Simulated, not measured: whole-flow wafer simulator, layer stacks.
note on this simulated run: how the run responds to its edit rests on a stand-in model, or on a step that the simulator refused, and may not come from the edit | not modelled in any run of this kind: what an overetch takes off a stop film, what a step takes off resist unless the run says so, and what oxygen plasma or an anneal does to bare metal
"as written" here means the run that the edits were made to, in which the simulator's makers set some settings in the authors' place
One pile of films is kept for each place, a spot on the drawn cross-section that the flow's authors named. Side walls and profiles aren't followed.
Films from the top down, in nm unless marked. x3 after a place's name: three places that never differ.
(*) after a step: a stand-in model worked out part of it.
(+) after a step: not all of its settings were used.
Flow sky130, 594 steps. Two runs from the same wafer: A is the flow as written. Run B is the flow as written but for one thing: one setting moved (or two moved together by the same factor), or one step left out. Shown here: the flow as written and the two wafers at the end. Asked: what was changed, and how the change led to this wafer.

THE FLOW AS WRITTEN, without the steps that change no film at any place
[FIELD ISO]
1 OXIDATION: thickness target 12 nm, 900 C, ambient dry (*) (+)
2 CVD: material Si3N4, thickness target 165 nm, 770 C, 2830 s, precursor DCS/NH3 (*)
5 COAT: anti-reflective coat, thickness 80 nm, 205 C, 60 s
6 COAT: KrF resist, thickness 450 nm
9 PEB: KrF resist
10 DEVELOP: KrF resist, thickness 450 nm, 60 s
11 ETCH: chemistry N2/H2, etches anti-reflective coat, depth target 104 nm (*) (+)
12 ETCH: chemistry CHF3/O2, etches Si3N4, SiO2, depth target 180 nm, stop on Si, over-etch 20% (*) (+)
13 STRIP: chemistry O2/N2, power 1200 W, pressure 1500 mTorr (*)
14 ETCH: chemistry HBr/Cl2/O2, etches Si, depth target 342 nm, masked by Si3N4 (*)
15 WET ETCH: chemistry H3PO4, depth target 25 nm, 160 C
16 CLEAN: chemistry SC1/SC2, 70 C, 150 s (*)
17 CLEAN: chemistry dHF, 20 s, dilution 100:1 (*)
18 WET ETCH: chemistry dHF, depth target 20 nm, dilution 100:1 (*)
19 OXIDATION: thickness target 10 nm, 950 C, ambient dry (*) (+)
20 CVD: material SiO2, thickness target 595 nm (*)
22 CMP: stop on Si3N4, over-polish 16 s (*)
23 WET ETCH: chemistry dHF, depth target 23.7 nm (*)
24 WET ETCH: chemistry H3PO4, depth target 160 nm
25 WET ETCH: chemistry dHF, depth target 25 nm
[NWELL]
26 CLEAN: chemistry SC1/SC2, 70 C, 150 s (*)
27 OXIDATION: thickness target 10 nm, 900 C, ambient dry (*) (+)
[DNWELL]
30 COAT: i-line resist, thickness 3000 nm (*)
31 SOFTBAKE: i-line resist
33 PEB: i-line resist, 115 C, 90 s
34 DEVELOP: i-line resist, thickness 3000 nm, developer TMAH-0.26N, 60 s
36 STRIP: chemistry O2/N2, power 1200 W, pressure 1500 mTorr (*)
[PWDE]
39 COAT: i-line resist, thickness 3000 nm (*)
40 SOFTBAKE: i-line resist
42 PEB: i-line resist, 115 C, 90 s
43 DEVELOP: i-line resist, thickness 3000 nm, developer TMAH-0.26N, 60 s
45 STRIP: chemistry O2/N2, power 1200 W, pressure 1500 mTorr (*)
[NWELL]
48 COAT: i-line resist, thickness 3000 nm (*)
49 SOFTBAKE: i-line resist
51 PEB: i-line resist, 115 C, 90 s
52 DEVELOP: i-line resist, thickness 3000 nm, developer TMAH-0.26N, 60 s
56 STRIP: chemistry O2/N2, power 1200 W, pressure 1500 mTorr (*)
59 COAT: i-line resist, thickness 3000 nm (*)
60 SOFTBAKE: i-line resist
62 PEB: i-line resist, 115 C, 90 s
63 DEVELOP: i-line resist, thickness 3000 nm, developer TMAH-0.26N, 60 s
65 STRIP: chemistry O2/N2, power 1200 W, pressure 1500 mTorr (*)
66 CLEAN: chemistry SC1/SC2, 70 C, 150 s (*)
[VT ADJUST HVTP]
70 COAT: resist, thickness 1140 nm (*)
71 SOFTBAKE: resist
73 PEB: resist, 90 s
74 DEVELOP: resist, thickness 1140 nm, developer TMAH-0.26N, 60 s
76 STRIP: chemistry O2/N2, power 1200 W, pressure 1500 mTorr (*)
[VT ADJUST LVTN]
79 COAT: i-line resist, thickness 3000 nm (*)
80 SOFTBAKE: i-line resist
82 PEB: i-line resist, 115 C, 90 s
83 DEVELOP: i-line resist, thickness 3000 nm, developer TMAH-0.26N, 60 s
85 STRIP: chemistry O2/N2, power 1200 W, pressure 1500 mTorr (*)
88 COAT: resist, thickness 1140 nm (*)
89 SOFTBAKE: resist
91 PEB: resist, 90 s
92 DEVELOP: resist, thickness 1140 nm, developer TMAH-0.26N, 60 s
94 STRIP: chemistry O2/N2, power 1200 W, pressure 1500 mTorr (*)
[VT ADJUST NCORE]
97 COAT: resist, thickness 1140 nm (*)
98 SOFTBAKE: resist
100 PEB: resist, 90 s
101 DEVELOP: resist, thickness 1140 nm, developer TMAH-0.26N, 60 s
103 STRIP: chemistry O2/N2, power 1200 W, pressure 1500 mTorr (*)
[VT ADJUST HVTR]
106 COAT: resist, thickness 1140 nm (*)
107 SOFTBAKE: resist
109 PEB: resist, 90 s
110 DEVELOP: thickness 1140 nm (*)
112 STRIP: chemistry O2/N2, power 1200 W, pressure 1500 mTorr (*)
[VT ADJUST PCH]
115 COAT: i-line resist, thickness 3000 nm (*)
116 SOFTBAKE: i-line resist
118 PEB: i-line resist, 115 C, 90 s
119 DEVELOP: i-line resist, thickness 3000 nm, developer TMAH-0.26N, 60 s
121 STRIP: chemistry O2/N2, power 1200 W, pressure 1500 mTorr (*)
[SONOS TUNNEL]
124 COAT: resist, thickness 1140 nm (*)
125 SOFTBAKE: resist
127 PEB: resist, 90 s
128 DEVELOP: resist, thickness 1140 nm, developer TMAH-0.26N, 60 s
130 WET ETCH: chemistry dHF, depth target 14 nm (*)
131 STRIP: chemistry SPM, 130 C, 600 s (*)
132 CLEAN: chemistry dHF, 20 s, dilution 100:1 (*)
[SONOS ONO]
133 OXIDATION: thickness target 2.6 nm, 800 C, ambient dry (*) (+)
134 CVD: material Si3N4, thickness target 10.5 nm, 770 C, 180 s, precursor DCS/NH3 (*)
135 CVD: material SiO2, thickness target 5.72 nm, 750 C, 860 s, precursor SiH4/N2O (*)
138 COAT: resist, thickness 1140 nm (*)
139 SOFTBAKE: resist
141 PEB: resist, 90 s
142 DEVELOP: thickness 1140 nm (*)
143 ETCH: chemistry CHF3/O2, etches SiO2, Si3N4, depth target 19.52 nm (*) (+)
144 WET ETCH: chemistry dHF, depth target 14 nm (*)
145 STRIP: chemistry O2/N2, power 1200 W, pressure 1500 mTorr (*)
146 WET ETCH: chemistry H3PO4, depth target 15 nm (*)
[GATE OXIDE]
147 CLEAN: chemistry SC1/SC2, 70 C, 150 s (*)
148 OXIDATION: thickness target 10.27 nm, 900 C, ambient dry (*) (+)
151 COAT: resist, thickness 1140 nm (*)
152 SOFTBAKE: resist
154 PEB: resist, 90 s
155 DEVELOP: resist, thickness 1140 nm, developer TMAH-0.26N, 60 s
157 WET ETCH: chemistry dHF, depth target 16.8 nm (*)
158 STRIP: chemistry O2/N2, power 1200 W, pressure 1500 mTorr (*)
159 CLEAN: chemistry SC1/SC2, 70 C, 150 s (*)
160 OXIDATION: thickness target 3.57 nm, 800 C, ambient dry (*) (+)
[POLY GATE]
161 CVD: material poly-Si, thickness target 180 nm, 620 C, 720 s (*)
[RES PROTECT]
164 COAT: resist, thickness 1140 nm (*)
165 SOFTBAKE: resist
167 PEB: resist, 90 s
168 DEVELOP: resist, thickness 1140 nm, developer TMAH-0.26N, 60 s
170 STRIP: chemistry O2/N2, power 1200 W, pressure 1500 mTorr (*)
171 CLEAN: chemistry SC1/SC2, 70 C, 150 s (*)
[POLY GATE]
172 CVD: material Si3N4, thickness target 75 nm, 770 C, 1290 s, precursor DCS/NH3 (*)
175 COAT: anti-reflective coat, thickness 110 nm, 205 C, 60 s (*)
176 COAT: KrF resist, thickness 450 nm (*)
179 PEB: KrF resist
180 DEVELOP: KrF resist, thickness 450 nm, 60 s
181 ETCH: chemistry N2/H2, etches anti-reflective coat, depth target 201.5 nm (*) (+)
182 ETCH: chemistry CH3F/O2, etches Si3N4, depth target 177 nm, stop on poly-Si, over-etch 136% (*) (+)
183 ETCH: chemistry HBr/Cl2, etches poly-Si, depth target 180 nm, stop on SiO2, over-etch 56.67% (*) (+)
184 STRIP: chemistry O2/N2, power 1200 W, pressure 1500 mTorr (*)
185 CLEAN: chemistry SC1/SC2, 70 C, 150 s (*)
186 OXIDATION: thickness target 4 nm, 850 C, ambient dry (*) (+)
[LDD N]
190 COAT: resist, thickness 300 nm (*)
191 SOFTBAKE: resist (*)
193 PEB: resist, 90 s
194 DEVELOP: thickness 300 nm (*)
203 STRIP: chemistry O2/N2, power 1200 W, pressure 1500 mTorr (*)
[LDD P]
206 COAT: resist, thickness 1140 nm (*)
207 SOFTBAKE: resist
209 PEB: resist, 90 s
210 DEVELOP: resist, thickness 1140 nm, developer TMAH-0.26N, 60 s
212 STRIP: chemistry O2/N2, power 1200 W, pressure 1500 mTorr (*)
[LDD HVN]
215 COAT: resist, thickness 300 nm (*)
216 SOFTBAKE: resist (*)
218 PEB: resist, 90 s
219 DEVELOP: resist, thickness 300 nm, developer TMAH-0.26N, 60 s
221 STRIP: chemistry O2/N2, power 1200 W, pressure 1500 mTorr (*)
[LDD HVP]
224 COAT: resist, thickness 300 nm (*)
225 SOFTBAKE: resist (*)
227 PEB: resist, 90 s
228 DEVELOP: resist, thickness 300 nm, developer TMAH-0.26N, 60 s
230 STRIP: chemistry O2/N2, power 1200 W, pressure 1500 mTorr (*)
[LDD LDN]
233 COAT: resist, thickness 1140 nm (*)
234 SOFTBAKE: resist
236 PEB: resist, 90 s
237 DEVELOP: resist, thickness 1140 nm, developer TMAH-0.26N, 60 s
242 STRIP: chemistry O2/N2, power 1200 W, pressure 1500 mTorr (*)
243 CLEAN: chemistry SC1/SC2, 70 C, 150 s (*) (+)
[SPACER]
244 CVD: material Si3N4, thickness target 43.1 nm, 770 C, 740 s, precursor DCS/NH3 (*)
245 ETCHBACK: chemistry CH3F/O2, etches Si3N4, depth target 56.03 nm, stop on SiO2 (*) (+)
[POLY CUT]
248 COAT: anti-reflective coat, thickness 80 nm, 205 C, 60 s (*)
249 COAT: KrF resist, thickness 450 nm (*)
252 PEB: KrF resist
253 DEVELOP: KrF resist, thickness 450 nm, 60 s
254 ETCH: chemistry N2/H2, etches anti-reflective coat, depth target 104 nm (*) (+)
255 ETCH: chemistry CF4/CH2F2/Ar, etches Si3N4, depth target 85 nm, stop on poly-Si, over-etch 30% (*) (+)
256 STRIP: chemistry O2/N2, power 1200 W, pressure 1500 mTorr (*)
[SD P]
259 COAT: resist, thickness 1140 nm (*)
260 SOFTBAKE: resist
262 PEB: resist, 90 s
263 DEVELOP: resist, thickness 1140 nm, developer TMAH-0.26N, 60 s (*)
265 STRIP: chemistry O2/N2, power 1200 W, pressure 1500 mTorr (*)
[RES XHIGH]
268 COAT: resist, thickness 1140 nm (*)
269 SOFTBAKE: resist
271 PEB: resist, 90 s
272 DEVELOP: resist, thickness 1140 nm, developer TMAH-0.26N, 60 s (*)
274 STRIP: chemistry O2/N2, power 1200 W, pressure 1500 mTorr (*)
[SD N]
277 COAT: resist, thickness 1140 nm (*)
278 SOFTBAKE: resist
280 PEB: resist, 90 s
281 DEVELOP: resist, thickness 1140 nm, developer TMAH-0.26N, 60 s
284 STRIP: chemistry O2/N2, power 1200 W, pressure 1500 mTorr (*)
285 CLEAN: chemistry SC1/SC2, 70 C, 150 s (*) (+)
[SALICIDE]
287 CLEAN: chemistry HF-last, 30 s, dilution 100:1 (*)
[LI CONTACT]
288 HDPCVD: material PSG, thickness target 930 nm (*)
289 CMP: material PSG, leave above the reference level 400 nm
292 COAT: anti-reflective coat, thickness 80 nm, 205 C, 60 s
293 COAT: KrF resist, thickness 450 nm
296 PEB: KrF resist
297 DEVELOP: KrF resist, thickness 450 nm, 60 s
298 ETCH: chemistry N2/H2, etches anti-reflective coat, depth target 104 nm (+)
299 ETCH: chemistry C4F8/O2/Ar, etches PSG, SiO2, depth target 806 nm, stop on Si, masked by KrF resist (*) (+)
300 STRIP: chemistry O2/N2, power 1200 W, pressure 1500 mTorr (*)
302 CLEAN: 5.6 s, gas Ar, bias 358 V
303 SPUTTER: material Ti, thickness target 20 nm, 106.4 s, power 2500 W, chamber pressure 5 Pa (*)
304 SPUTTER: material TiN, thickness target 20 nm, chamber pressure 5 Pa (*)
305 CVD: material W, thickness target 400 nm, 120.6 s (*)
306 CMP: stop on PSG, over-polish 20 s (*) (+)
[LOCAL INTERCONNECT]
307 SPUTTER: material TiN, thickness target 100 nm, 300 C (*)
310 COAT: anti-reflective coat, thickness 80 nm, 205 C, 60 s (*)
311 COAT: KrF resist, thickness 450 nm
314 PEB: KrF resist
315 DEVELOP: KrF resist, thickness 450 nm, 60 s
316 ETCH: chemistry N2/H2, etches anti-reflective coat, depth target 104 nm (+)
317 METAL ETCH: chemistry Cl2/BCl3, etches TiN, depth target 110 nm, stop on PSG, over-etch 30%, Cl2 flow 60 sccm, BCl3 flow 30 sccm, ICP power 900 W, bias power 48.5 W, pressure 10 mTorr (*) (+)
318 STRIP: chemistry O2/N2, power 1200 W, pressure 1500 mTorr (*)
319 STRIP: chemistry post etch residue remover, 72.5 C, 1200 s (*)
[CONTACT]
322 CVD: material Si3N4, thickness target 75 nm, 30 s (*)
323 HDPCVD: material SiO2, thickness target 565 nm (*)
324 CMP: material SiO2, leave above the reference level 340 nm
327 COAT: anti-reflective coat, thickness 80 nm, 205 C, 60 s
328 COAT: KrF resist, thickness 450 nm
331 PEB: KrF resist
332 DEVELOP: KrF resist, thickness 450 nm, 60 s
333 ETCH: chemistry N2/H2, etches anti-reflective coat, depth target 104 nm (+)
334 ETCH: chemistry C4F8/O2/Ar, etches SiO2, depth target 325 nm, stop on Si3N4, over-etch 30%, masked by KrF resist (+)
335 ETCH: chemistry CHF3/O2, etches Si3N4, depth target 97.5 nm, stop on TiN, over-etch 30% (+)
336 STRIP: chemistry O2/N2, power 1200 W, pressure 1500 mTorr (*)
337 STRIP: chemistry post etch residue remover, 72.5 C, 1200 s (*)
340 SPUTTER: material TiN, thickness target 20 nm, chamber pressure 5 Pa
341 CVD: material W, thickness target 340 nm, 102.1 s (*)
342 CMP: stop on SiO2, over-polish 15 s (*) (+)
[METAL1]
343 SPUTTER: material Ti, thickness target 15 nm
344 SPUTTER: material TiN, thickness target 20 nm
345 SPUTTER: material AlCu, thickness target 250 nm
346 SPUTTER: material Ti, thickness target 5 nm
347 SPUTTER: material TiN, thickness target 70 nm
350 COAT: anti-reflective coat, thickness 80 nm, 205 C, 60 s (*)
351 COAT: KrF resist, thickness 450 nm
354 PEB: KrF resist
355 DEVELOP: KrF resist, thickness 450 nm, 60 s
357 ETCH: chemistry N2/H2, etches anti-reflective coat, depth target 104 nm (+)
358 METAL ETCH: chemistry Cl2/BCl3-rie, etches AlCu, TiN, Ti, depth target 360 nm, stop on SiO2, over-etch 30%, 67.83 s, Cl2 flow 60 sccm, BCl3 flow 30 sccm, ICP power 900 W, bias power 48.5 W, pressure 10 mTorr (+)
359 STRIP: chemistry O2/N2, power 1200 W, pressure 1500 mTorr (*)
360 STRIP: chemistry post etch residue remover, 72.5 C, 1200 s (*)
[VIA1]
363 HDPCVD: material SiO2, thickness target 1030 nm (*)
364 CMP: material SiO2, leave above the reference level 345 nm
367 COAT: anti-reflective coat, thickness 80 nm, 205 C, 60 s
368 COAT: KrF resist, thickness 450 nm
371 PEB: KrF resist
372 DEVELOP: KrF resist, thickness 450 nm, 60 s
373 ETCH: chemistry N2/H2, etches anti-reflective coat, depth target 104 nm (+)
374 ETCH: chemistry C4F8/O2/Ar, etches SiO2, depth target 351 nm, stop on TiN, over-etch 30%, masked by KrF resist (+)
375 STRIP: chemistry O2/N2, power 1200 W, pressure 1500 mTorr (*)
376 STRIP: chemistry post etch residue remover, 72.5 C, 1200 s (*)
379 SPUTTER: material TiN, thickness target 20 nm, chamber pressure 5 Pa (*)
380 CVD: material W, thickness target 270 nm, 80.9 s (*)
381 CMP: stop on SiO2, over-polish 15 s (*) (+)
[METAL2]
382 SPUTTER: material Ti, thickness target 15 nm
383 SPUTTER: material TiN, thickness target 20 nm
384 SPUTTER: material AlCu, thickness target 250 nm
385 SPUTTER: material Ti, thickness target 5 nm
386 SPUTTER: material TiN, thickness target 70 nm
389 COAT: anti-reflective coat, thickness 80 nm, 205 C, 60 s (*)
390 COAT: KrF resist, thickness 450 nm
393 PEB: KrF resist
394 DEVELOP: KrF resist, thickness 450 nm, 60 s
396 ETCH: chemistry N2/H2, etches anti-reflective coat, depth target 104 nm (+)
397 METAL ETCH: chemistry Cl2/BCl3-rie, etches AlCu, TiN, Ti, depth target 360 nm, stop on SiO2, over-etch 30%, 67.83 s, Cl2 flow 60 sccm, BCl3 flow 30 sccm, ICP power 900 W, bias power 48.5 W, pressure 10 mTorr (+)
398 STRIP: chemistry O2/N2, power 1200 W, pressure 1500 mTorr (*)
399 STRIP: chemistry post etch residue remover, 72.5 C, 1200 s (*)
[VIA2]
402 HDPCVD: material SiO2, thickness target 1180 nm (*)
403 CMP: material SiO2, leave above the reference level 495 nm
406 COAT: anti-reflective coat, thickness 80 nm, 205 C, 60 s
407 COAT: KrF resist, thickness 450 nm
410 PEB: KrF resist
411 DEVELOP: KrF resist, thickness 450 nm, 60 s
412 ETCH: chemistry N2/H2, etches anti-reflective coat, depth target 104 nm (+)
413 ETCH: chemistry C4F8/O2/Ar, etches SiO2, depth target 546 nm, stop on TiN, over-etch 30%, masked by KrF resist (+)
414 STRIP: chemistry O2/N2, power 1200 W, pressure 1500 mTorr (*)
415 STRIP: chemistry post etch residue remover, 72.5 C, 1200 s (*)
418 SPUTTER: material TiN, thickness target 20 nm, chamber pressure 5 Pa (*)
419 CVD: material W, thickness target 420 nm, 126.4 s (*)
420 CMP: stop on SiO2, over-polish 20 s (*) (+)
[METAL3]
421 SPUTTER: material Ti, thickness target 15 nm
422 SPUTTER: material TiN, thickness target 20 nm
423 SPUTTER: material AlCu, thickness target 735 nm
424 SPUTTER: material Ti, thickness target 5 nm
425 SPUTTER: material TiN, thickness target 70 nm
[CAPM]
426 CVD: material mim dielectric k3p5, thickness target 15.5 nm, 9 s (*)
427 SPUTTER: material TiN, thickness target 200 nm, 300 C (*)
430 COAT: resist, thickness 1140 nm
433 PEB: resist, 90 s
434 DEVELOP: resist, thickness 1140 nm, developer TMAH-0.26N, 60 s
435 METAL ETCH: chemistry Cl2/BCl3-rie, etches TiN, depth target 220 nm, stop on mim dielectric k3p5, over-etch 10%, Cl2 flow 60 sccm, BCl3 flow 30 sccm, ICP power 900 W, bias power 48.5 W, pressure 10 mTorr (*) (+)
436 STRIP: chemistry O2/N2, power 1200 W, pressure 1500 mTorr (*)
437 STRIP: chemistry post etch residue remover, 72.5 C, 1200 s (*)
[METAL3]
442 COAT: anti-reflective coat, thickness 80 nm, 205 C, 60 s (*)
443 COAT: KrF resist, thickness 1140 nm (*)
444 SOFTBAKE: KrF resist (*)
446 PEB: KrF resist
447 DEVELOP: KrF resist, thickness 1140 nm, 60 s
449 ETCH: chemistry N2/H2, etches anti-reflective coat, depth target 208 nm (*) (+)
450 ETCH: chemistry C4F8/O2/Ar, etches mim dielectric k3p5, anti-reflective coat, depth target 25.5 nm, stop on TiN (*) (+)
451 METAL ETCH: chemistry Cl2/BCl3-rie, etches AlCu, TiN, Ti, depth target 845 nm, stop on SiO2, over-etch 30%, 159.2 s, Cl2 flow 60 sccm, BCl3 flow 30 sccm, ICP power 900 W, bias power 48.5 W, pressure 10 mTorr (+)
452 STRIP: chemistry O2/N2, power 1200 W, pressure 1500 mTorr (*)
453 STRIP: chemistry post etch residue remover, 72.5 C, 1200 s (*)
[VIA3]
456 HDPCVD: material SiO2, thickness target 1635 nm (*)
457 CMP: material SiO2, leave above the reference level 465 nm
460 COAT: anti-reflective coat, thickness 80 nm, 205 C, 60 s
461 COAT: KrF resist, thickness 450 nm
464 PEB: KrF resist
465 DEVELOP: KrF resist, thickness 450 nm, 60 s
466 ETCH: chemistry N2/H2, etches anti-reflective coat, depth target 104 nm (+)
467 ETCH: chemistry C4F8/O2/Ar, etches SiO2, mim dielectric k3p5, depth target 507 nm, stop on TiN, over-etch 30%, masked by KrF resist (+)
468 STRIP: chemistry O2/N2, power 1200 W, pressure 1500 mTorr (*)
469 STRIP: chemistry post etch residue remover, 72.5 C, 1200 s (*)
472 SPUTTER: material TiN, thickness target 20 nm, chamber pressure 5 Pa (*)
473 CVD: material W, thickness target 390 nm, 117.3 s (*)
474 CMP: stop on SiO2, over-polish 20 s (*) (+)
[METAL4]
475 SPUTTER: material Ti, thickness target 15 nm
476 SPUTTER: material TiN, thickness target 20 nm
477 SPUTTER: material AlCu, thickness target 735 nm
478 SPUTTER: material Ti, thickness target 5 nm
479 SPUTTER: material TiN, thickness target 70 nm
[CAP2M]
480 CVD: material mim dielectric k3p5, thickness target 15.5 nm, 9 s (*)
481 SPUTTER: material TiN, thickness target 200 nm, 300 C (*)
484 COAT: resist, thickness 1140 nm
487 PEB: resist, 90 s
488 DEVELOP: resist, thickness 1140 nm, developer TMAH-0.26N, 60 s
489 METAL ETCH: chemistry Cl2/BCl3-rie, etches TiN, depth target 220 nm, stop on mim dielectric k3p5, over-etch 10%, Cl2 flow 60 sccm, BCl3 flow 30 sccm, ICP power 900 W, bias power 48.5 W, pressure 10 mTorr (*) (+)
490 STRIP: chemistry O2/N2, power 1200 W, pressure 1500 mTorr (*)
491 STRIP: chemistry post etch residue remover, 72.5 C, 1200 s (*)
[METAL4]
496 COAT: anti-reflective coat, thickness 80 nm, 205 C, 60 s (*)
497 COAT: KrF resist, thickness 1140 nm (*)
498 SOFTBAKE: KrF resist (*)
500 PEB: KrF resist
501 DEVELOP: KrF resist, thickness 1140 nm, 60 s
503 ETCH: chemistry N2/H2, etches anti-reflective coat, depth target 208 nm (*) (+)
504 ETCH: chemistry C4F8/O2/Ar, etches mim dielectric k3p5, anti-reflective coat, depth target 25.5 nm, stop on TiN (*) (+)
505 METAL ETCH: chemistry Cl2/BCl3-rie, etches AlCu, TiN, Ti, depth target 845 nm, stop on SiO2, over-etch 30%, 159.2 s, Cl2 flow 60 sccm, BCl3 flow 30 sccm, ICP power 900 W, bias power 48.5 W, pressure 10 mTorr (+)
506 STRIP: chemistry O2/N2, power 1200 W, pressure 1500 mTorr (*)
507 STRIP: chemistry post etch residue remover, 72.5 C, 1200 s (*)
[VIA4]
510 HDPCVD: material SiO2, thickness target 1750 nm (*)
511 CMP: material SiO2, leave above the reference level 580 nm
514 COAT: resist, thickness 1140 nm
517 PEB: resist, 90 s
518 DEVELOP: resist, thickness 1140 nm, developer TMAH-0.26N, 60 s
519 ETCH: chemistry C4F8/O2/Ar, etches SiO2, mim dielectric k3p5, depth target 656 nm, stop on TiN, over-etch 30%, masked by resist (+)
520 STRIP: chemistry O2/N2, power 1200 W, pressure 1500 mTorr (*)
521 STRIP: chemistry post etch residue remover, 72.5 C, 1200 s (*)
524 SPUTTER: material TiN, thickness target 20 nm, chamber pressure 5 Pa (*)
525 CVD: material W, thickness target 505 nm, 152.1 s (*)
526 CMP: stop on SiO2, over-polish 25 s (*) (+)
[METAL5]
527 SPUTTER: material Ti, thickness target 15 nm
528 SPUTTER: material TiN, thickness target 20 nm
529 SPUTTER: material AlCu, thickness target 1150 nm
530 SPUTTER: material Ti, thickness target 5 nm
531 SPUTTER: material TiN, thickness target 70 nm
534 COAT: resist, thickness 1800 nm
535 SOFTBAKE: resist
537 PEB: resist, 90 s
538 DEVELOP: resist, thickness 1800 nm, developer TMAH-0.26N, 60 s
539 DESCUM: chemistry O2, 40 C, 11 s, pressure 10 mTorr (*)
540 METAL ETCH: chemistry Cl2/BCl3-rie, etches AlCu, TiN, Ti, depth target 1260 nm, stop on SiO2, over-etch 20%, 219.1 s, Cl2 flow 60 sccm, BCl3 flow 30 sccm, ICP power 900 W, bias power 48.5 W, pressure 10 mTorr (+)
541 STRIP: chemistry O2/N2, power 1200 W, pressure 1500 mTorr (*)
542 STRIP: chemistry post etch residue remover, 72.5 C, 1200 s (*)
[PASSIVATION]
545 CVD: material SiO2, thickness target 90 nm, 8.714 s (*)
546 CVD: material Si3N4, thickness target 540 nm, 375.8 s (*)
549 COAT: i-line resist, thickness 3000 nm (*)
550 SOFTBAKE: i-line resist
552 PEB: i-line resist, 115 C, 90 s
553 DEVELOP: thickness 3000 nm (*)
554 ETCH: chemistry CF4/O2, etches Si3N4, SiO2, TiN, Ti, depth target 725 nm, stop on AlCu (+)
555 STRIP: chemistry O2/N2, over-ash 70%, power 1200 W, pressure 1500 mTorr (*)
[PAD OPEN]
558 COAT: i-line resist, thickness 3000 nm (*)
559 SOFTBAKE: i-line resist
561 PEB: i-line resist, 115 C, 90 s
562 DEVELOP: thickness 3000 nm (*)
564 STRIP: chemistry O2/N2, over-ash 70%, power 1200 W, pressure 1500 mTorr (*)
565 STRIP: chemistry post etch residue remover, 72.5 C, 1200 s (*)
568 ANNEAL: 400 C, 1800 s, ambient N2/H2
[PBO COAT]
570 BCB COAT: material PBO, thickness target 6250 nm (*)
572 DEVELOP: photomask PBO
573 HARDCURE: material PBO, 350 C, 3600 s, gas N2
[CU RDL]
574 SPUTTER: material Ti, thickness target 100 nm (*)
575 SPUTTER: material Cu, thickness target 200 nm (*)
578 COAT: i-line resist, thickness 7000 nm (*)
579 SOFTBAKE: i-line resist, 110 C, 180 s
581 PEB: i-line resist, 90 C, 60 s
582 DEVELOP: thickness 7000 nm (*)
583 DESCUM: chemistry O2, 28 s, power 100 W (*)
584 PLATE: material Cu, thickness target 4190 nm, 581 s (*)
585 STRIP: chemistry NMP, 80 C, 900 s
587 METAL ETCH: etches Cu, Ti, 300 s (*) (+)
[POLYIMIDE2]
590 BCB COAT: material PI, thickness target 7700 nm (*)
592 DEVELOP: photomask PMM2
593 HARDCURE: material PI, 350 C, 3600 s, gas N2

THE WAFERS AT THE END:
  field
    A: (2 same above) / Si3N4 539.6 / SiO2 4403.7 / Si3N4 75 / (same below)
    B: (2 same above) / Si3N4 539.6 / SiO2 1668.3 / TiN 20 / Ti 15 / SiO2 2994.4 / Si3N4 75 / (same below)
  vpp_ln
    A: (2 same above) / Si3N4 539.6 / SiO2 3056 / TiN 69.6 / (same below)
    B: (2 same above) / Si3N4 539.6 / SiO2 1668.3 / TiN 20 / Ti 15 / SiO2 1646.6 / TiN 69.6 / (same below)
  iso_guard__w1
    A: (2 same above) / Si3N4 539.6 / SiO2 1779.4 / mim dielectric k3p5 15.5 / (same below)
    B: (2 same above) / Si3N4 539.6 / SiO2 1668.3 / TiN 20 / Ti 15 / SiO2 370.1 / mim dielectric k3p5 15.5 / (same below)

The cause: step 477, SPUTTER: thickness target 1029 nm was run, where the flow has thickness target 735 nm.

How the change led to this, step by step:
  477 SPUTTER: material AlCu, thickness target 735 nm
      field, active, n_well and 189 more: A AlCu +735 (new film) | B AlCu +1029 (new film)
  505 METAL ETCH: chemistry Cl2/BCl3-rie, etches AlCu, TiN, Ti, depth target 845 nm, stop on SiO2, over-etch 30%, 159.2 s, Cl2 flow 60 sccm, BCl3 flow 30 sccm, ICP power 900 W, bias power 48.5 W, pressure 10 mTorr (+)
      field, active, gate and 70 more: A TiN -70 (all of it), Ti -5 (all of it), AlCu -735 (all of it), TiN -20 (all of it), Ti -15 (all of it), SiO2 -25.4 | B TiN -70 (all of it), Ti -5 (all of it), AlCu -1023.5
      vpp_iso1, mim_edge_plate, m1_ln and 12 more: A TiN -70 (all of it), Ti -5 (all of it), AlCu -735 (all of it), TiN -20 (all of it), Ti -15 (all of it), SiO2 -25.3 | B TiN -70 (all of it), Ti -5 (all of it), AlCu -1023.5
  507 STRIP: chemistry post etch residue remover, 72.5 C, 1200 s (*)
      field, active, gate and 85 more: A nothing | B AlCu -5.5 (all of it)
  510 HDPCVD: material SiO2, thickness target 1750 nm (*)
      field, active, gate and 85 more: A SiO2 +1750 | B SiO2 +1750 (new film)
  511 CMP: material SiO2, leave above the reference level 580 nm
      field, active, gate and 76 more: A SiO2 -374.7 | B SiO2 -141
      iso_guard__w1, mim_edge_gap, vpp_l1ln and 6 more: A SiO2 -374.6 | B SiO2 -141
Counting metal films that touch as one body, field has 1 body; the flow as written gives 0 bodies.
Counting metal films that touch as one body, vpp_ln has 3 bodies (between them, from the top down: SiO2 1646.6; SiO2 267.2); the flow as written gives 2 bodies (between them, from the top down: SiO2 267.2).
Counting metal films that touch as one body, iso_guard__w1 has 2 bodies (between them, from the top down: SiO2 370.1 / mim dielectric k3p5 15.5); the flow as written gives 1 body.
